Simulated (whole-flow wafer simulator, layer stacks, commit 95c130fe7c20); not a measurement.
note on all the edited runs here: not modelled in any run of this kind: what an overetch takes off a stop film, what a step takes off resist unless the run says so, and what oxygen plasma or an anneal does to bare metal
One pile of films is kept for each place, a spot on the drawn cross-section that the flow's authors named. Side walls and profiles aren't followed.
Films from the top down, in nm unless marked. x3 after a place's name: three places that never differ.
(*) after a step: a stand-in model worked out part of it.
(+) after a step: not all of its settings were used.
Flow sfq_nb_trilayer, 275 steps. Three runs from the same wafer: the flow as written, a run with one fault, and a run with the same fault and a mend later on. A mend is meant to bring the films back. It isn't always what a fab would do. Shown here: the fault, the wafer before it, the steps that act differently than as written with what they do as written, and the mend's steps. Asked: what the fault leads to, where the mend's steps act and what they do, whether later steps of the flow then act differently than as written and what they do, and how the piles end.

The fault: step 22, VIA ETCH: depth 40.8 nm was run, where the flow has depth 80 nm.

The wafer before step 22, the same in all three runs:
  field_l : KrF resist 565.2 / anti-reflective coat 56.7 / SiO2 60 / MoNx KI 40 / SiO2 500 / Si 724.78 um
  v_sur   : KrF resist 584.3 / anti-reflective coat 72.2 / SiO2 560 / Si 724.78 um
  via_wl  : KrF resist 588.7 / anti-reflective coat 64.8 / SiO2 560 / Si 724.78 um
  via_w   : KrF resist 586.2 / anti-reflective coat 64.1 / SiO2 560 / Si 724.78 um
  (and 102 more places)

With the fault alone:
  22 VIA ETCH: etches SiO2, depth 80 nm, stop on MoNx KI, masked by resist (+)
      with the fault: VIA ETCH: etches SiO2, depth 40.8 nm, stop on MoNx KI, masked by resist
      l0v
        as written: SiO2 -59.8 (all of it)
        with the fault: SiO2 -40.8
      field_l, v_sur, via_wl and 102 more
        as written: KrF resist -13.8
        with the fault: KrF resist -7.03
  Later steps of the flow that act differently than as written (8 more steps differ only slightly, by at most 2% or 0.5 nm, whichever is larger, and aren't shown):
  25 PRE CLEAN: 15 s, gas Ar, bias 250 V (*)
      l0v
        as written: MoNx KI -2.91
        with the fault: SiO2 -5
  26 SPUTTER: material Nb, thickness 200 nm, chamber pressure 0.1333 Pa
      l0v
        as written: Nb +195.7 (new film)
        with the fault: Nb +200 (new film)
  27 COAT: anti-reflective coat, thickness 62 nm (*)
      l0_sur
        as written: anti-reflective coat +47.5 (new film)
        with the fault: anti-reflective coat +49.6 (new film)
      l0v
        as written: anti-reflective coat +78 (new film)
        with the fault: anti-reflective coat +72.5 (new film)
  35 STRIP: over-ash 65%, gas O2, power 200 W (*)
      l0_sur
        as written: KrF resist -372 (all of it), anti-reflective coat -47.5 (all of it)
        with the fault: KrF resist -373.1 (all of it), anti-reflective coat -49.6 (all of it)
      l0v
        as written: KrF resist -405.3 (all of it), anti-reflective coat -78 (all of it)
        with the fault: KrF resist -393.9 (all of it), anti-reflective coat -72.5 (all of it)
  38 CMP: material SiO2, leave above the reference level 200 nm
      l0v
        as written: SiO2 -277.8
        with the fault: SiO2 -299
  At the end the piles differ from the flow's by more than 2% or 0.5 nm, whichever is larger, at l0v.
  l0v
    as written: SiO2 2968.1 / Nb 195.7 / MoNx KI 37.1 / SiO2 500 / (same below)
    with the fault: SiO2 2946.8 / Nb 200 / SiO2 14 / MoNx KI 40 / SiO2 500 / (same below)

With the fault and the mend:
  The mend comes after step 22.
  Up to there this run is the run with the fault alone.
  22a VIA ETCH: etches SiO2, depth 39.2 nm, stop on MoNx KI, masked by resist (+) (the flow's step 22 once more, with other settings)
      field_l, v_sur, via_wl and 102 more
        KrF resist -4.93
      l0v
        SiO2 -19 (all of it)
  No later step of the flow acts differently than as written, at any place that is followed, by more than 2% or 0.5 nm, whichever is larger.
  At the end the piles are the same as the flow's at every place that both follow.
